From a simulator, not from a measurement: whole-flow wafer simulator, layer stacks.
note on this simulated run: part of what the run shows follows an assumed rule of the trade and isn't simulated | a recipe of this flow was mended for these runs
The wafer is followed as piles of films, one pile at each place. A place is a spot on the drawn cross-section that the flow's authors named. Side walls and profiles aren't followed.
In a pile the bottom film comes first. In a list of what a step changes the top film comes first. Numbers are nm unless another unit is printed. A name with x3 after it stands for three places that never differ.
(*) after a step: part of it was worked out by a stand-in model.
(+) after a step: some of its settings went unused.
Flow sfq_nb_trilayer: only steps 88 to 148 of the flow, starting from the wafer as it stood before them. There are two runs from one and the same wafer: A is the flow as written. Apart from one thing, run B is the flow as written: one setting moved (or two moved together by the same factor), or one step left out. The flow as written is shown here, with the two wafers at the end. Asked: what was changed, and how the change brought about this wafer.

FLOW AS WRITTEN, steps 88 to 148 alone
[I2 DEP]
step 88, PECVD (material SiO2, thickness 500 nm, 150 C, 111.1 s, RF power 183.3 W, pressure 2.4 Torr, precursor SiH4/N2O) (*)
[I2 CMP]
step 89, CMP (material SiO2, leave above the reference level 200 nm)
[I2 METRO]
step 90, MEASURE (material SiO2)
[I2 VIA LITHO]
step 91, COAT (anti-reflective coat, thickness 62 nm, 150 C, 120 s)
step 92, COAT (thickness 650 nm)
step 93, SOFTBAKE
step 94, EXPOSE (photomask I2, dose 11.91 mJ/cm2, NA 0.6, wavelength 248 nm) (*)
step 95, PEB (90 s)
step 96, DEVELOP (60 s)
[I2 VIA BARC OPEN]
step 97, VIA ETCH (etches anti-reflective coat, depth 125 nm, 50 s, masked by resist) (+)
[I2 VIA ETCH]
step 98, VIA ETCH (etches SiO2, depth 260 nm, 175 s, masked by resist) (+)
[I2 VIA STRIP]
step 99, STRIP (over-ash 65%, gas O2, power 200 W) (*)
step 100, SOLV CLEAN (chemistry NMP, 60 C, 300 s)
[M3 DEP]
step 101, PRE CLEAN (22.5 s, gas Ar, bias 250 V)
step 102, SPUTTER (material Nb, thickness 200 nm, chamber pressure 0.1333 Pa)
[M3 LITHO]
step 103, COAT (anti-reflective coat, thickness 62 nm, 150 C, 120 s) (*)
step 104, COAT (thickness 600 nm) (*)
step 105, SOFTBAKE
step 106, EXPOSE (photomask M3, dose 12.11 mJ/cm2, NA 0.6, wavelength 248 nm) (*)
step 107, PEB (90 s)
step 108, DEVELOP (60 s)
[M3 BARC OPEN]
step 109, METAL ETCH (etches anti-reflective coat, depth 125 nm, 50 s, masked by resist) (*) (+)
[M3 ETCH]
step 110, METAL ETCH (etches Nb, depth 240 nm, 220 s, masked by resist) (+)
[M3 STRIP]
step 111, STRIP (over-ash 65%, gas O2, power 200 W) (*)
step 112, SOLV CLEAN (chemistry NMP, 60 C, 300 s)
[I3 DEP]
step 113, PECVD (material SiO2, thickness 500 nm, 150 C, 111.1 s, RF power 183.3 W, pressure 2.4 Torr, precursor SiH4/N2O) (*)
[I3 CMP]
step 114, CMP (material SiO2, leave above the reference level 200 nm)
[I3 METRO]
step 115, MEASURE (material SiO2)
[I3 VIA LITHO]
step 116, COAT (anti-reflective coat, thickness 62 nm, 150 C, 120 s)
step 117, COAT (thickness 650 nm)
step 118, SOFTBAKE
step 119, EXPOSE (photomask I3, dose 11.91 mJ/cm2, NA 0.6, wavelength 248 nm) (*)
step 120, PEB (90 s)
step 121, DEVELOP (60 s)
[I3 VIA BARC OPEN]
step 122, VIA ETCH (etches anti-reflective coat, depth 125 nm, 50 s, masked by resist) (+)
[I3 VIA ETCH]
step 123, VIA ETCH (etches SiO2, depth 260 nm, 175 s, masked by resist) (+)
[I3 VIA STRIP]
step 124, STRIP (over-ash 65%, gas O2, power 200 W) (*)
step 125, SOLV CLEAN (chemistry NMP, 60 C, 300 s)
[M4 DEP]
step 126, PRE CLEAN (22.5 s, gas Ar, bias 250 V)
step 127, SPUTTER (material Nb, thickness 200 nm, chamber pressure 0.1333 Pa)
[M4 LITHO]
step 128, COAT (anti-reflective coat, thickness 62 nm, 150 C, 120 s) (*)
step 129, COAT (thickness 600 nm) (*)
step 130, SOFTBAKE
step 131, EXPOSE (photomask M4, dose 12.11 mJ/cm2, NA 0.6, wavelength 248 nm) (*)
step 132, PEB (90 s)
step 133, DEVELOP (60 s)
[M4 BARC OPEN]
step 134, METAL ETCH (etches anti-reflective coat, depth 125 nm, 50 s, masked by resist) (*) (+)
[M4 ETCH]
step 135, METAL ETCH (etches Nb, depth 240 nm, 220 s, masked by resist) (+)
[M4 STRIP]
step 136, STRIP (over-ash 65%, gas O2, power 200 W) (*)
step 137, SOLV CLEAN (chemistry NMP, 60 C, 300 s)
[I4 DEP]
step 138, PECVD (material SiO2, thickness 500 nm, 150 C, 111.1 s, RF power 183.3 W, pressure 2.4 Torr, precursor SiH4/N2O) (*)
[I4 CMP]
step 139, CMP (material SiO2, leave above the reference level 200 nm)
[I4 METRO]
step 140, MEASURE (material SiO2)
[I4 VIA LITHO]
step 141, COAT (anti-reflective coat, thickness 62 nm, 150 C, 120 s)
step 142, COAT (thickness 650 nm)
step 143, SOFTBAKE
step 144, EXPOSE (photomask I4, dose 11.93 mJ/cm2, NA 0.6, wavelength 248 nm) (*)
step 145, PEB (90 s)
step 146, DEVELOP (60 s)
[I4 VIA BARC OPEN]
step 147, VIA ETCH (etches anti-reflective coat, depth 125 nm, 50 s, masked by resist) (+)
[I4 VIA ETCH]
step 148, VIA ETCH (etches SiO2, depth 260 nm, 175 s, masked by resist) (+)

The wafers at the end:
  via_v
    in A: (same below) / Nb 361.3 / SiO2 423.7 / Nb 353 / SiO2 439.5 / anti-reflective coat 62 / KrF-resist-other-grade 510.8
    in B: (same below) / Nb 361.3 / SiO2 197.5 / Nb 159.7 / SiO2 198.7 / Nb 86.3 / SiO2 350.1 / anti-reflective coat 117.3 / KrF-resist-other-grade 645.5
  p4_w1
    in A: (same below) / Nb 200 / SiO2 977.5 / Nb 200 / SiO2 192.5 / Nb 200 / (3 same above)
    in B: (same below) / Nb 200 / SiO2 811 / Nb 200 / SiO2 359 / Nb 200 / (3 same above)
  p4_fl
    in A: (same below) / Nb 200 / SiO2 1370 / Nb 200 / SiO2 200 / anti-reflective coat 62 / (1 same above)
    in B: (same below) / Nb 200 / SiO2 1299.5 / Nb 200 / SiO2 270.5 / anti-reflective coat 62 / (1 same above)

What caused this: step 88, PECVD: thickness 237.5 nm was run, though the flow has thickness 500 nm; step 88, PECVD: 52.78 s was run, where the flow has 111.1 s.

The path from the change to this, step by step:
  step 88, PECVD (material SiO2, thickness 500 nm, 150 C, 111.1 s, RF power 183.3 W, pressure 2.4 Torr, precursor SiH4/N2O) (*)
      field_l, be, be_sur and 81 more: A SiO2 gains 500 | B SiO2 gains 237.5
      v_sur, via_wl, via_w and 18 more: A SiO2 gains 500 (new film) | B SiO2 gains 237.5 (new film)
      (and at 1 other place as well)
  step 89, CMP (material SiO2, leave above the reference level 200 nm)
      field_l, be, be_sur and 81 more: A SiO2 loses 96 | B nothing
      via_v: A SiO2 loses 181.6 | B nothing
      (and at 21 other places as well)
  step 91, COAT (anti-reflective coat, thickness 62 nm, 150 C, 120 s)
      r_sur, moat, field_r, p3_l6: A anti-reflective coat gains 62 (new film) | B anti-reflective coat gains 63.4 (new film)
      lsp_l, ln_m5, lsp_m, p4_w2: A anti-reflective coat gains 62 (new film) | B anti-reflective coat gains 63.3 (new film)
      (and at 86 other places as well)
  step 92, COAT (thickness 650 nm)
      m0r_line_l x3: A KrF-resist-other-grade gains 650 (new film) | B KrF-resist-other-grade gains 707.9 (new film)
      m0r_line_r x3: A KrF-resist-other-grade gains 650 (new film) | B KrF-resist-other-grade gains 707.4 (new film)
      (and at 59 other places as well)
  step 96, DEVELOP (60 s)
      via_w: A KrF-resist-other-grade loses 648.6 (all of it) | B KrF-resist-other-grade loses 588.7 (all of it)
  step 99, STRIP (over-ash 65%, gas O2, power 200 W) (*)
      m0r_line_l x3: A KrF-resist-other-grade loses 510.8 (all of it), anti-reflective coat loses 62 (all of it) | B KrF-resist-other-grade loses 568.6 (all of it), anti-reflective coat loses 37.2 (all of it)
      m0r_space_l, m6r_space_l x2: A KrF-resist-other-grade loses 510.8 (all of it), anti-reflective coat loses 62 (all of it) | B KrF-resist-other-grade loses 522.8 (all of it), anti-reflective coat loses 93 (all of it)
      (and at 96 other places as well)
  step 102, SPUTTER (material Nb, thickness 200 nm, chamber pressure 0.1333 Pa)
      via_v: A Nb gains 200 (new film) | B Nb gains 159.7 (new film)
  step 103, COAT (anti-reflective coat, thickness 62 nm, 150 C, 120 s) (*)
      m0r_line_l x3, m0r_line_r x3: A anti-reflective coat gains 62 (new film) | B anti-reflective coat gains 35.6 (new film)
      m0r_space_l, m0r_space_r, m6r_space_l x2, m6r_space_r x2: A anti-reflective coat gains 62 (new film) | B anti-reflective coat gains 91.8 (new film)
      (and at 76 other places as well)
  step 104, COAT (thickness 600 nm) (*)
      m0r_line_l x3, m0r_line_r x3: A KrF-resist-other-grade gains 600 (new film) | B KrF-resist-other-grade gains 656.7 (new film)
      p3_s1, p3_fr: A KrF-resist-other-grade gains 600 (new film) | B KrF-resist-other-grade gains 616.4 (new film)
      (and at 58 other places as well)
  step 108, DEVELOP (60 s)
      m0r_line_l x3, m0r_line_r x3: A KrF-resist-other-grade loses 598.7 (all of it) | B KrF-resist-other-grade loses 655.3 (all of it)
      p3_s1, p3_fr: A KrF-resist-other-grade loses 598.7 (all of it) | B KrF-resist-other-grade loses 615.1 (all of it)
      (and at 35 other places as well)
  step 109, METAL ETCH (etches anti-reflective coat, depth 125 nm, 50 s, masked by resist) (*) (+)
      m5r_linepad_l, m5r_linepad_r, r5r_line_l, r5r_spacepad_l, r5r_spacepad_r, m8r_pad_l, m8r_pad_r: A anti-reflective coat loses 62 (all of it) | B anti-reflective coat loses 125
      m0r_line_l x3, m0r_line_r x3: A anti-reflective coat loses 62 (all of it) | B anti-reflective coat loses 35.6 (all of it)
      (and at 47 other places as well)
  step 110, METAL ETCH (etches Nb, depth 240 nm, 220 s, masked by resist) (+)
      m5r_linepad_l, m5r_linepad_r: A Nb loses 200 (all of it), SiO2 loses 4 | B anti-reflective coat loses 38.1 (all of it), Nb loses 200 (all of it), SiO2 loses 0.19
      r5r_spacepad_l, r5r_spacepad_r: A Nb loses 200 (all of it), SiO2 loses 4 | B anti-reflective coat loses 36.6 (all of it), Nb loses 200 (all of it), SiO2 loses 0.34
      (and at 3 other places as well)
  step 111, STRIP (over-ash 65%, gas O2, power 200 W) (*)
      wl_a_sr, wl_b_sl: A KrF-resist-other-grade loses 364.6 (all of it), anti-reflective coat loses 62 (all of it) | B KrF-resist-other-grade loses 348.2 (all of it), anti-reflective coat loses 58 (all of it)
      v_sur: A KrF-resist-other-grade loses 361 (all of it), anti-reflective coat loses 46 (all of it) | B KrF-resist-other-grade loses 290.1 (all of it), anti-reflective coat loses 39.8 (all of it)
      (and at 26 other places as well)
  step 113, PECVD (material SiO2, thickness 500 nm, 150 C, 111.1 s, RF power 183.3 W, pressure 2.4 Torr, precursor SiH4/N2O) (*)
      via_v: A SiO2 gains 500 (new film) | B SiO2 gains 623.6 (new film)
  step 114, CMP (material SiO2, leave above the reference level 200 nm)
      field_l, be, be_sur and 64 more: A SiO2 loses 96 | B nothing
      p4_g1, p4_g2, p3_s0, p3_s1, p3_s2, p3_s3, p3_s4, p3_s5: A SiO2 loses 157.1 | B nothing
      (and at 10 other places as well)
  step 116, COAT (anti-reflective coat, thickness 62 nm, 150 C, 120 s)
      wl_a_m6, wl_a_sr, wl_b_sl: A anti-reflective coat gains 62 (new film) | B anti-reflective coat gains 60.4 (new film)
      m0r_line_l x3: A anti-reflective coat gains 62 (new film) | B anti-reflective coat gains 72.1 (new film)
      (and at 78 other places as well)
  ... 17 other steps ...
  step 147, VIA ETCH (etches anti-reflective coat, depth 125 nm, 50 s, masked by resist) (+)
      via_wl: A anti-reflective coat loses 62 (all of it), SiO2 loses 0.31 | B anti-reflective coat loses 68.5 (all of it), SiO2 loses 0.28
      via_w: A anti-reflective coat loses 62 (all of it), SiO2 loses 0.31 | B anti-reflective coat loses 71 (all of it), SiO2 loses 0.27
      (and at 1 other place as well)
Taking metal films that touch as one body, via_v has 4 bodies (between them, from the top down: SiO2 198.7; SiO2 197.5; SiO2 192.5); the flow as written gives 3 bodies (between them, from the top down: SiO2 423.7; SiO2 192.5).
